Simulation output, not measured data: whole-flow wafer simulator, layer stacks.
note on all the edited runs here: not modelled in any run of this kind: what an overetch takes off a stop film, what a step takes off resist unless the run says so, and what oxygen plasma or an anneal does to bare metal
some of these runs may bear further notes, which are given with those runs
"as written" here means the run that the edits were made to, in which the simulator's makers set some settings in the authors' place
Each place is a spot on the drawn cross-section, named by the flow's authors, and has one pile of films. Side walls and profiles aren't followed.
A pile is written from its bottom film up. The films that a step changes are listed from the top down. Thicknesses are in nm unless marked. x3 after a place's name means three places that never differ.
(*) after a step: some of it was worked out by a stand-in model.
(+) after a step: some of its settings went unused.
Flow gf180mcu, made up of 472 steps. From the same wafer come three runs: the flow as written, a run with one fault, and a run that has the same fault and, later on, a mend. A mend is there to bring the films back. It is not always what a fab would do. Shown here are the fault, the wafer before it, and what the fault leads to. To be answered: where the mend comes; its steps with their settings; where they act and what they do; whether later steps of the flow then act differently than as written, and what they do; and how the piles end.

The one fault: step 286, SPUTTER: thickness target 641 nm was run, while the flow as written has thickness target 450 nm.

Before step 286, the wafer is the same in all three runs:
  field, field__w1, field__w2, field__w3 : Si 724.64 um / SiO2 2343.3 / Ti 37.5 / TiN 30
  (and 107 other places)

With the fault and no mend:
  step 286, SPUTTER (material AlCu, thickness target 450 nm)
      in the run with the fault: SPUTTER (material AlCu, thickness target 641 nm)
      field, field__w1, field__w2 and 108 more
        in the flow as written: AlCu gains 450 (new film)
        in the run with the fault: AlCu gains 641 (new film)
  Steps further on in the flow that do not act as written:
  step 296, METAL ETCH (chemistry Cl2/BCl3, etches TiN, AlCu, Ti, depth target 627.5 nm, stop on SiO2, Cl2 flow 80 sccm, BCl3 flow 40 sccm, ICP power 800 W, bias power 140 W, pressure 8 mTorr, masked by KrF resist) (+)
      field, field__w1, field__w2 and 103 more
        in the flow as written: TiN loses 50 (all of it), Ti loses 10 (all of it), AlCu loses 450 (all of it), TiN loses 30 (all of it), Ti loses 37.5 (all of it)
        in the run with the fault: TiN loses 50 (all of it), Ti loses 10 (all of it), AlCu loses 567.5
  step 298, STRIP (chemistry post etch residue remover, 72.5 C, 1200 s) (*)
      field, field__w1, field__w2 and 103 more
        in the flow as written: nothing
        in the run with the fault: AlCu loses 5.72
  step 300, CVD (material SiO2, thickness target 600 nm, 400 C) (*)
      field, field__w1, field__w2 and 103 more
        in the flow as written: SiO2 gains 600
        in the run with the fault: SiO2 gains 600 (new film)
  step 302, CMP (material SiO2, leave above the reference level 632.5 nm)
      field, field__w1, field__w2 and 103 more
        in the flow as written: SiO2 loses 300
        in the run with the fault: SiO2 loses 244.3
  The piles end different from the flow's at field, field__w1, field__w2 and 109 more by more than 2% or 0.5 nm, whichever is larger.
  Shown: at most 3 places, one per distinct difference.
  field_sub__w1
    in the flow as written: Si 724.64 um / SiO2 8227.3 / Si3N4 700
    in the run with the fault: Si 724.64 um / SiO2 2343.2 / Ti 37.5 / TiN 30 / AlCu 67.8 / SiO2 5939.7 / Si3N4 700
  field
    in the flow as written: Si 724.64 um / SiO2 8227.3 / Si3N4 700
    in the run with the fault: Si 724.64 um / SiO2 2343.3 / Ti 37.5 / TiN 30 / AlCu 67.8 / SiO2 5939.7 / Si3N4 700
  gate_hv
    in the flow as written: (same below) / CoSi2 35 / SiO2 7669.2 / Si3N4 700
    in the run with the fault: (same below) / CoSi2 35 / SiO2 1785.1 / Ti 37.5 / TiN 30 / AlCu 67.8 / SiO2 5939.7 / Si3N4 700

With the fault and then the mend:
  The mend follows step 286.
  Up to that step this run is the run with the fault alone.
  step 286a, METAL ETCH (chemistry Cl2/BCl3, etches TiN, AlCu, Ti, depth target 191 nm, Cl2 flow 80 sccm, BCl3 flow 40 sccm, ICP power 800 W, bias power 140 W, pressure 8 mTorr) (the flow's step 260, run once more with other settings)
      field, field__w1, field__w2 and 108 more
        AlCu loses 191
  Every later step of the flow that is run acts as written at every place that is followed.
  At every place that both follow, the piles at the end match the flow's.
